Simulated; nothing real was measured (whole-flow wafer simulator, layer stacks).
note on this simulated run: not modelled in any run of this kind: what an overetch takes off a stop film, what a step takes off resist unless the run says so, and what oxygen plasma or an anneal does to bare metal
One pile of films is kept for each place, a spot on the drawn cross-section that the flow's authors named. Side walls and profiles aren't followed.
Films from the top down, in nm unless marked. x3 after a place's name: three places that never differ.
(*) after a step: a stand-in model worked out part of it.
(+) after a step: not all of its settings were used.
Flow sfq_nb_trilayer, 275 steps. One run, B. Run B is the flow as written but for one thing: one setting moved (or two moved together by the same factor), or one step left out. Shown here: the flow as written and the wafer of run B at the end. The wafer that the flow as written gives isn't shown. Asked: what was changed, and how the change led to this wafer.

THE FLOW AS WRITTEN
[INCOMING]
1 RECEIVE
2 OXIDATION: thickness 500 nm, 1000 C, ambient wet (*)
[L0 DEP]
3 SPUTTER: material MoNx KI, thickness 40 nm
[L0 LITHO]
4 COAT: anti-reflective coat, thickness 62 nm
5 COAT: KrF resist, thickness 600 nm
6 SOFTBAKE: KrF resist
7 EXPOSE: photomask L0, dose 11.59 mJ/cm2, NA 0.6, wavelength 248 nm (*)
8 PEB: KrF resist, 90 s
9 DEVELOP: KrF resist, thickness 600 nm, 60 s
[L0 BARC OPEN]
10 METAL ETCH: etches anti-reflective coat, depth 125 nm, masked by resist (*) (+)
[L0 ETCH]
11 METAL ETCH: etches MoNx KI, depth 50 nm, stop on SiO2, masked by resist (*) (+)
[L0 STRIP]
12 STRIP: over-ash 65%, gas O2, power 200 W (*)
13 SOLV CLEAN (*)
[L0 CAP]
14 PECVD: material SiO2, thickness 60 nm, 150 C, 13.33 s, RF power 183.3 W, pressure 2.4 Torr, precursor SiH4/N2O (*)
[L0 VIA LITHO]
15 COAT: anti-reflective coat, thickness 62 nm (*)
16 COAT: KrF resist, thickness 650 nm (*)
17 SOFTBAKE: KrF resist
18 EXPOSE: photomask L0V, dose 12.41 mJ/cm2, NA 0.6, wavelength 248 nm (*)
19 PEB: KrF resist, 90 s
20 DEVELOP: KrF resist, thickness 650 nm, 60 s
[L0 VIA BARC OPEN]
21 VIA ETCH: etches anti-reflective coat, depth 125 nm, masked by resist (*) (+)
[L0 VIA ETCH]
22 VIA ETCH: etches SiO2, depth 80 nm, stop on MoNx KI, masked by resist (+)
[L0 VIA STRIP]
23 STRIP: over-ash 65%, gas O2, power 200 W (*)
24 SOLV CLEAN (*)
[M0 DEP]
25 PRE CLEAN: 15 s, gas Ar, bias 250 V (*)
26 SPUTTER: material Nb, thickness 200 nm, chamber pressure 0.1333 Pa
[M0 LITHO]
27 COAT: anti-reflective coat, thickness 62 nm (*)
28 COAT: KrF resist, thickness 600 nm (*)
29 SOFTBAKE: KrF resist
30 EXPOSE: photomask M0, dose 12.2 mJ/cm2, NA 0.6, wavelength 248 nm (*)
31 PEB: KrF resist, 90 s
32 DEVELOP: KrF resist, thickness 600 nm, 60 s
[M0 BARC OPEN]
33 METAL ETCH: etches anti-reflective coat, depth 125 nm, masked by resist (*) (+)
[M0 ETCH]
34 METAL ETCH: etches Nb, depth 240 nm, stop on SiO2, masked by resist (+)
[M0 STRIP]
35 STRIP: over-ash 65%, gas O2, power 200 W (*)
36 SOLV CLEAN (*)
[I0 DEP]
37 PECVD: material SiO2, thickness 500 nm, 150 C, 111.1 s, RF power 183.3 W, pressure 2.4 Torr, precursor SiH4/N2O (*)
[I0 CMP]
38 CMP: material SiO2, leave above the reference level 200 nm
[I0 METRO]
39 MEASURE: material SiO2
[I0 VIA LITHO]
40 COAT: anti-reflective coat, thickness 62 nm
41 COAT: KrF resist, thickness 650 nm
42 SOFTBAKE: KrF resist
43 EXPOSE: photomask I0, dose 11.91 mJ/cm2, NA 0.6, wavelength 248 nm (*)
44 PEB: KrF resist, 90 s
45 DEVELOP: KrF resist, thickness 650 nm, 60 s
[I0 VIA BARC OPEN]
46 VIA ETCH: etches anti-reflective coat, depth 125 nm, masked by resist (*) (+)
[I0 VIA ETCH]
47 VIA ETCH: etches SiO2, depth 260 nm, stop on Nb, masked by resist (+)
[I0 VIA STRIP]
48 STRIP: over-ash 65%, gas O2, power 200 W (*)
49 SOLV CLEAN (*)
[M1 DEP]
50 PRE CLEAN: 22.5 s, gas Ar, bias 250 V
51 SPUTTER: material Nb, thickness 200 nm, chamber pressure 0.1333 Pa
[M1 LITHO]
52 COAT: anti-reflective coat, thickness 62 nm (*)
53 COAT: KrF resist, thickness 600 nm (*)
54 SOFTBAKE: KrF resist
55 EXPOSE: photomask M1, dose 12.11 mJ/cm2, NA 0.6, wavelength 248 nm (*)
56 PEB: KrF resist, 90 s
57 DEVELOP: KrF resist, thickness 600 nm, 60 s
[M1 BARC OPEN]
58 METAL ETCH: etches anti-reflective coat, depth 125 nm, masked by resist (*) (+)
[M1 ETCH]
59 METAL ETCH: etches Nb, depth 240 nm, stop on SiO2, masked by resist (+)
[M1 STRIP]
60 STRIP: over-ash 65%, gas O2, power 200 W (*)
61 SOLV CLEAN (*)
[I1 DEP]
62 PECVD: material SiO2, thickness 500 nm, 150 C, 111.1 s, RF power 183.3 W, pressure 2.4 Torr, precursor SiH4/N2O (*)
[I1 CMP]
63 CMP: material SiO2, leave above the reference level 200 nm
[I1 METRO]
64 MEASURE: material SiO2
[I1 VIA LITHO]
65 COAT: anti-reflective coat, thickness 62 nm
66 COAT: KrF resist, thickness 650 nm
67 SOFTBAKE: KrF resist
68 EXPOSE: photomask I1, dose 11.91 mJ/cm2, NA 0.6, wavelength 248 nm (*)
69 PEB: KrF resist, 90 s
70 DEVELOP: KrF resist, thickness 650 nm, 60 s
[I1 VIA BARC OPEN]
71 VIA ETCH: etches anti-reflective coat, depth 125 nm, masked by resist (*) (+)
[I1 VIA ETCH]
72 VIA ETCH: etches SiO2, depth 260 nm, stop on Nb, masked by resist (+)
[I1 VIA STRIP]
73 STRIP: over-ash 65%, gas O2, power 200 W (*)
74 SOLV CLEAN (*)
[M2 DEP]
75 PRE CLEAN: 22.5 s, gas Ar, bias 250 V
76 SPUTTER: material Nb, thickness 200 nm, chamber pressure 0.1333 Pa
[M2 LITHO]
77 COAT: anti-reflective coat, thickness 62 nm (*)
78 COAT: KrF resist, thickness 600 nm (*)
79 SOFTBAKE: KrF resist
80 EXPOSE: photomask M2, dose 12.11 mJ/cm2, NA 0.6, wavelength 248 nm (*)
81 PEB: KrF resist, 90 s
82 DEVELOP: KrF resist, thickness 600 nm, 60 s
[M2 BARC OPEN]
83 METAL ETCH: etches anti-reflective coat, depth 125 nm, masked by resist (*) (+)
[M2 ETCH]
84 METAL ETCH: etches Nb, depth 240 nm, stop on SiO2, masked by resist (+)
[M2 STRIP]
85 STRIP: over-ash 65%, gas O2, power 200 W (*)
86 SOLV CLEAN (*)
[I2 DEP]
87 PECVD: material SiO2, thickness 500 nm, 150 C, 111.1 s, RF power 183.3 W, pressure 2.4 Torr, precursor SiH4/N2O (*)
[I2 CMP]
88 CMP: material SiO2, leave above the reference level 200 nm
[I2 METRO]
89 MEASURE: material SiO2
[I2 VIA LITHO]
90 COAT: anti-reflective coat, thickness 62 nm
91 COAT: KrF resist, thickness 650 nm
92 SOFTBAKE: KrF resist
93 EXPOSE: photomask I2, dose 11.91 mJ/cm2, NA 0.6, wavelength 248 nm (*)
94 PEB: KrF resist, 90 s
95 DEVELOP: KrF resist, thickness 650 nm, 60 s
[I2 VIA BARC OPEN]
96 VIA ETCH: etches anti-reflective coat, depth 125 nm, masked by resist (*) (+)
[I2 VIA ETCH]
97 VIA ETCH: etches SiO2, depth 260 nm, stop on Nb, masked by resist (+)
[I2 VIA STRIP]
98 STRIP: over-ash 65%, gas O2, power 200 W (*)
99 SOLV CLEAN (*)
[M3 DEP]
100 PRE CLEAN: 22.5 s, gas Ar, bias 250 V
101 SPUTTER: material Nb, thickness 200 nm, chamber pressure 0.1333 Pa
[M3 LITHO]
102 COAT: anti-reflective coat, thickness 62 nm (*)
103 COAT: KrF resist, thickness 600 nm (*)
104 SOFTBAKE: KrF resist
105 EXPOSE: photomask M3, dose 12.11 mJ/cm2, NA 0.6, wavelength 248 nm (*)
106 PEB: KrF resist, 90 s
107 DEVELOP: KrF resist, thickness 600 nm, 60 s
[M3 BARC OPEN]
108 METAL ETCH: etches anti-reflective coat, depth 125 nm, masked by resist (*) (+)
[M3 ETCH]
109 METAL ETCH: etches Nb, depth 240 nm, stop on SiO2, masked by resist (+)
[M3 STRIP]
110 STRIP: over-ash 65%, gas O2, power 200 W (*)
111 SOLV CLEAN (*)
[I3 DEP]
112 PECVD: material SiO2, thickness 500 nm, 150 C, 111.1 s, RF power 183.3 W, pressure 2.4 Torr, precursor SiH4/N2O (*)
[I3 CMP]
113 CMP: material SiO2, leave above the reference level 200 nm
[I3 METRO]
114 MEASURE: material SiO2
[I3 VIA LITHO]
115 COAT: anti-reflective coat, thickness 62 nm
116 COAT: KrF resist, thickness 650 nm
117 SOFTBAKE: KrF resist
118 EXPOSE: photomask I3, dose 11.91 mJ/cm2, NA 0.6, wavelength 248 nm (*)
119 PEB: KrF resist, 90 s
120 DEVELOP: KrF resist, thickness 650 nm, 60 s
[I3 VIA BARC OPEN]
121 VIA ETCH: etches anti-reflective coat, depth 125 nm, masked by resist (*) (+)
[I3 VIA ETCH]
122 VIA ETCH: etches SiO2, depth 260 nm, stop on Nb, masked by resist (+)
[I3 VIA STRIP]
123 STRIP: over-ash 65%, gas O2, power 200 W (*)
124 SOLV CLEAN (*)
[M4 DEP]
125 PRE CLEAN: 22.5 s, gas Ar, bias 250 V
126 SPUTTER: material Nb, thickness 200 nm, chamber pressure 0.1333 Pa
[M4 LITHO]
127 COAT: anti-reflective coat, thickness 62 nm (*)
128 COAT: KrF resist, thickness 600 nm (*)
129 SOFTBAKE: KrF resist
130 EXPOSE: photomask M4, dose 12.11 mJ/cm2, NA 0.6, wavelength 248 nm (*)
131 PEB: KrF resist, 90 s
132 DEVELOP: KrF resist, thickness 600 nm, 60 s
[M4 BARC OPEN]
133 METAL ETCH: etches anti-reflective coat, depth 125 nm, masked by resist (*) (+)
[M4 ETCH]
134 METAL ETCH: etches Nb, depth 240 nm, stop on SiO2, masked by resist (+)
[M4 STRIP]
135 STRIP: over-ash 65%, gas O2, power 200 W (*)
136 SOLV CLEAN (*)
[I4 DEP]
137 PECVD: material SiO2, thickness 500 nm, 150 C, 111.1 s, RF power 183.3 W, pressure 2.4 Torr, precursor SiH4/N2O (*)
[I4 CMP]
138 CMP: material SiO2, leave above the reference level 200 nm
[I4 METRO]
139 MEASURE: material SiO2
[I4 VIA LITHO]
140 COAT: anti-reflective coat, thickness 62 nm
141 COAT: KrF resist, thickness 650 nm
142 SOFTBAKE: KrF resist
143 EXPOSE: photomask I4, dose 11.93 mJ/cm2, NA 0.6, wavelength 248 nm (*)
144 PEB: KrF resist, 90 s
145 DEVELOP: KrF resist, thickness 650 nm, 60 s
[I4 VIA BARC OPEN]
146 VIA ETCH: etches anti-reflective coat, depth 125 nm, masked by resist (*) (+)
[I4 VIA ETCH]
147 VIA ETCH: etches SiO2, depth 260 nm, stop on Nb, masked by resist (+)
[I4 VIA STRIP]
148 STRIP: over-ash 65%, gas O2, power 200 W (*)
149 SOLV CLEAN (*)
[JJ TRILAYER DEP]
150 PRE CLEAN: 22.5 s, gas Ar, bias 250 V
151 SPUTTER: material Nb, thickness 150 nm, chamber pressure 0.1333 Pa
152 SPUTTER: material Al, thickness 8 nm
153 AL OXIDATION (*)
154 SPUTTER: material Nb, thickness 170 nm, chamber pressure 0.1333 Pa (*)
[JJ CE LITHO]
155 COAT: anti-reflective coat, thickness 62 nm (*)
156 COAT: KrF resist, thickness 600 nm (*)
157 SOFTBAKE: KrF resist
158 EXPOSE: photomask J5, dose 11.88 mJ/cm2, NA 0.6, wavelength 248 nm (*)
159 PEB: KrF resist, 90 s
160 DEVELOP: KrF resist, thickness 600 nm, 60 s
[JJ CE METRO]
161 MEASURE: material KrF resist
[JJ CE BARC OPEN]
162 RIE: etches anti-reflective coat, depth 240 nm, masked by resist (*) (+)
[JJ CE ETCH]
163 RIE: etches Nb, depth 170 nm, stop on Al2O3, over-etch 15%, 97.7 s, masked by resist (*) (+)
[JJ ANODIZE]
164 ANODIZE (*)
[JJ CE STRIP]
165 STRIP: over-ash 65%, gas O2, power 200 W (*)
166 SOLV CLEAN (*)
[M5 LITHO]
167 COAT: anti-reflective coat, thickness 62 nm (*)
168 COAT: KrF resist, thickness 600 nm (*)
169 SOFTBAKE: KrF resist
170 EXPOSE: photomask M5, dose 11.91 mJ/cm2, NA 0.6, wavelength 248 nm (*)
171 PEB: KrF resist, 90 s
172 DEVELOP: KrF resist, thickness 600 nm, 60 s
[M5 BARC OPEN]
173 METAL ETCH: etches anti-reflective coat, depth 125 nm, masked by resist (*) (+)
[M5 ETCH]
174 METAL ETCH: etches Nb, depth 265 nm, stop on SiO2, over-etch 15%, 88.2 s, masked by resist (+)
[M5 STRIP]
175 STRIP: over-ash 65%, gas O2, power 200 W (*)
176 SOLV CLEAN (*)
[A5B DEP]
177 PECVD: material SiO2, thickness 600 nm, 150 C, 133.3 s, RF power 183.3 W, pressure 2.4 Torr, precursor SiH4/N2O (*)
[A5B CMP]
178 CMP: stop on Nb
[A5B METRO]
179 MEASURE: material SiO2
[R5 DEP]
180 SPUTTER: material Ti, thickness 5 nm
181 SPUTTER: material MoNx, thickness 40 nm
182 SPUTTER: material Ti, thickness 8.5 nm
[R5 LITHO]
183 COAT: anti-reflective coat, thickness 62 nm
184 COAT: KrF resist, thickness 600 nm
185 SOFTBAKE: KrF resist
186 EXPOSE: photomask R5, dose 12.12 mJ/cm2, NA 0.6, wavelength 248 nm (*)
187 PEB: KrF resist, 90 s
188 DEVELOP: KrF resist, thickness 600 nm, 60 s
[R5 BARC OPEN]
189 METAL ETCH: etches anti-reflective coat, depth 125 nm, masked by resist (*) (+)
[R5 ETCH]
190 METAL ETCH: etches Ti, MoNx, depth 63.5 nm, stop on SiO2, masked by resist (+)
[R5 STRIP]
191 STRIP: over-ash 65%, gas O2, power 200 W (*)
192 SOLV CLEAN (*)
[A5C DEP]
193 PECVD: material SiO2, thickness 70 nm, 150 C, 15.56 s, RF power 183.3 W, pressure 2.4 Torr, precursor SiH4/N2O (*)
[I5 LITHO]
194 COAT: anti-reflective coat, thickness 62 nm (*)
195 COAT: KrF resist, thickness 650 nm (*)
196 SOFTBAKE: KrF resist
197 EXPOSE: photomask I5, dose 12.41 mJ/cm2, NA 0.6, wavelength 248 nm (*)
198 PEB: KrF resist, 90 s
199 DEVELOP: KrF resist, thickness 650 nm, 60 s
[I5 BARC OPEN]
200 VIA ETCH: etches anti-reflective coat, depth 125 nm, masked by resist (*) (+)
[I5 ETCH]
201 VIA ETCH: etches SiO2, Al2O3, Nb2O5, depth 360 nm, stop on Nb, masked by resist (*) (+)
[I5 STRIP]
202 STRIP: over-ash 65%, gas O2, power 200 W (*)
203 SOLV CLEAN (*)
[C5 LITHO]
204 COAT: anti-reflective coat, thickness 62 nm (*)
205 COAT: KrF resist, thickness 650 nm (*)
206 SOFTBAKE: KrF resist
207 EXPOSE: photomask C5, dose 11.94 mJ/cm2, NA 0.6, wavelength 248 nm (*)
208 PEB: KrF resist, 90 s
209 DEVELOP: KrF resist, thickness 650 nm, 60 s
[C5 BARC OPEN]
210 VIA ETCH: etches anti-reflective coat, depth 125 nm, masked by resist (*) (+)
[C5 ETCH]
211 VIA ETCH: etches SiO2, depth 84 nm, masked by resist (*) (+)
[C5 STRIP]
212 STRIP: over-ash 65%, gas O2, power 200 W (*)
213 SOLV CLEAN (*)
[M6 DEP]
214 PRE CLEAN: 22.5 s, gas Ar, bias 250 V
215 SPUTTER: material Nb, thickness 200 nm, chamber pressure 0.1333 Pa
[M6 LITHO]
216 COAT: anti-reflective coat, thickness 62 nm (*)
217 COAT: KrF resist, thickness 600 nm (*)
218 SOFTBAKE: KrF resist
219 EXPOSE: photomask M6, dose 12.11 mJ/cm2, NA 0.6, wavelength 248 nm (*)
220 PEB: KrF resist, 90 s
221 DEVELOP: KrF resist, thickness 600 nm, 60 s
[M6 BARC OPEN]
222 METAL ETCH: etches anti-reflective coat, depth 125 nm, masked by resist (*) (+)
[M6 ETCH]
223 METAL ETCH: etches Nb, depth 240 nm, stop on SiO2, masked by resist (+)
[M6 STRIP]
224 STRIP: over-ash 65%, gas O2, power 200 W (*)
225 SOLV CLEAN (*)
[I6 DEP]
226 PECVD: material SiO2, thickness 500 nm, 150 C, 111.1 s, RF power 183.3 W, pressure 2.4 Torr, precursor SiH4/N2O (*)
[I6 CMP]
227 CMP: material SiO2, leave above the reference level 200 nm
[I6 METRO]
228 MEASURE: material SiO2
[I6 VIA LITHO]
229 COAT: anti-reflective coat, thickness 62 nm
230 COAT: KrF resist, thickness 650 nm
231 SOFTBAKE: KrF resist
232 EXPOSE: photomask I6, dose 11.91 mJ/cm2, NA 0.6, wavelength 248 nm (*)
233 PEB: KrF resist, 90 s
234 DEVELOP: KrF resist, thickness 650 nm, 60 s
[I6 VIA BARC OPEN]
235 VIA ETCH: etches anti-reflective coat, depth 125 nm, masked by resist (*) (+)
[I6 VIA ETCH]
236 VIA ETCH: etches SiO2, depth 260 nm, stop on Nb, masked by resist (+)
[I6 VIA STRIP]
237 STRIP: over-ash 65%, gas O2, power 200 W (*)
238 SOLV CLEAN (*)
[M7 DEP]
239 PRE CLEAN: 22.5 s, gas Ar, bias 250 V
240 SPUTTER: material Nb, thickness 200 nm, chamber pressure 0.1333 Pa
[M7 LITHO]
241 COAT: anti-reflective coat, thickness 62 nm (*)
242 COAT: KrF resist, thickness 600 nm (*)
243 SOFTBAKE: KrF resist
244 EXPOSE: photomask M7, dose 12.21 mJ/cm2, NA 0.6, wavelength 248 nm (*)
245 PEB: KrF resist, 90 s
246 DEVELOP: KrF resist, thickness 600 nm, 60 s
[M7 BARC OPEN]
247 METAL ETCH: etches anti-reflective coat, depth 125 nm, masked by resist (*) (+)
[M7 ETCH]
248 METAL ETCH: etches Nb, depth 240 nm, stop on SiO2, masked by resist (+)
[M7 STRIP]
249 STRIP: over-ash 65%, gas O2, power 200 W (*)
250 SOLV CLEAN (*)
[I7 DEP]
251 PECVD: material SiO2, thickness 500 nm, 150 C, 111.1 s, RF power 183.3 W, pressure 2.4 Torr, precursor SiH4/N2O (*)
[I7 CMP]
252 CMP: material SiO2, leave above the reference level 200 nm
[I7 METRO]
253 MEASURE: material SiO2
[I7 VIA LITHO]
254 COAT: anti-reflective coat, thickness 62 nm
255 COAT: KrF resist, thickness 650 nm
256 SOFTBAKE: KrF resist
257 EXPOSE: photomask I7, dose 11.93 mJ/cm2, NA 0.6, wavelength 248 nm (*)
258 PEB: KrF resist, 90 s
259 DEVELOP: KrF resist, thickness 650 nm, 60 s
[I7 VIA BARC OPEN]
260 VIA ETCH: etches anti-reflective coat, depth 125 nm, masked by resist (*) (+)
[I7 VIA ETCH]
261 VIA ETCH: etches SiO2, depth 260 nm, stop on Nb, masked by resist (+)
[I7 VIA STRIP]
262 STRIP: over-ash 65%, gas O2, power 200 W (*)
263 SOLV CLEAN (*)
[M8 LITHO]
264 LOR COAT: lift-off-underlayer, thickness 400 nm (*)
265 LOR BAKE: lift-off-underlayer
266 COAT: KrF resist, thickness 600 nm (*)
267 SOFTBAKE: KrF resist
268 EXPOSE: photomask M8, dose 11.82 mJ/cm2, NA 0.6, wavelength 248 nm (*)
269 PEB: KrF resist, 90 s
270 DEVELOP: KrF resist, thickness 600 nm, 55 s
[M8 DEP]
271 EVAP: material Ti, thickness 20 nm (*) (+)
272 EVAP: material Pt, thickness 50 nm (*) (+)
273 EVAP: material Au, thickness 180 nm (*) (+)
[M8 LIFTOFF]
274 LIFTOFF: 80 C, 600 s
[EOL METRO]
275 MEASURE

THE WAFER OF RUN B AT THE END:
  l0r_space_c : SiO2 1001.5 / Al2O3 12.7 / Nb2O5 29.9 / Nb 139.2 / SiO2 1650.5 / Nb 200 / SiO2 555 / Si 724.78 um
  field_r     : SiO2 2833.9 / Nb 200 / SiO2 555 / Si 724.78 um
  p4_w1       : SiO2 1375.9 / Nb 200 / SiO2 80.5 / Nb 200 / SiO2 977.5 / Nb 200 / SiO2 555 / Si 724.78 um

The cause: step 113, CMP: leave above the reference level 88 nm was run, where the flow has leave above the reference level 200 nm.

How the change led to this, step by step:
  113 CMP: material SiO2, leave above the reference level 200 nm
      field_l, be, be_sur and 64 more: SiO2 -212 (as written it would be: SiO2 -100)
      v_sur, via_wl, via_wr and 27 more: SiO2 -412 (as written it would be: SiO2 -300)
      (and at 9 more places)
  122 VIA ETCH: etches SiO2, depth 260 nm, stop on Nb, masked by resist (+)
      field_l, v_sur, via_wl and 102 more: KrF resist -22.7 (as written it would be: KrF resist -44.8)
      via_v: SiO2 -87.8 (all of it) (as written it would be: SiO2 -199.8 (all of it))
  123 STRIP: over-ash 65%, gas O2, power 200 W (*)
      field_l, v_sur, via_wl and 102 more: KrF resist -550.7 (all of it), anti-reflective coat -62 (all of it) (as written it would be: KrF resist -528.6 (all of it), anti-reflective coat -62 (all of it))
  126 SPUTTER: material Nb, thickness 200 nm, chamber pressure 0.1333 Pa
      via_v: Nb +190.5 (as written it would be: Nb +165.5)
  127 COAT: anti-reflective coat, thickness 62 nm (*)
      via_v: anti-reflective coat +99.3 (new film) (as written it would be: anti-reflective coat +124.8 (new film))
  128 COAT: KrF resist, thickness 600 nm (*)
      via_v: KrF resist +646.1 (new film) (as written it would be: KrF resist +739.8 (new film))
  135 STRIP: over-ash 65%, gas O2, power 200 W (*)
      via_sp: KrF resist -382.6 (all of it), anti-reflective coat -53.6 (all of it) (as written it would be: KrF resist -373.9 (all of it), anti-reflective coat -53 (all of it))
      via_v: KrF resist -428.3 (all of it), anti-reflective coat -99.3 (all of it) (as written it would be: KrF resist -521.8 (all of it), anti-reflective coat -124.8 (all of it))
      (and at 1 more place)
  137 PECVD: material SiO2, thickness 500 nm, 150 C, 111.1 s, RF power 183.3 W, pressure 2.4 Torr, precursor SiH4/N2O (*)
      via_v: SiO2 +500 (new film) (as written it would be: SiO2 +615 (new film))
  138 CMP: material SiO2, leave above the reference level 200 nm
      via_v: SiO2 -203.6 (as written it would be: SiO2 -181.6)
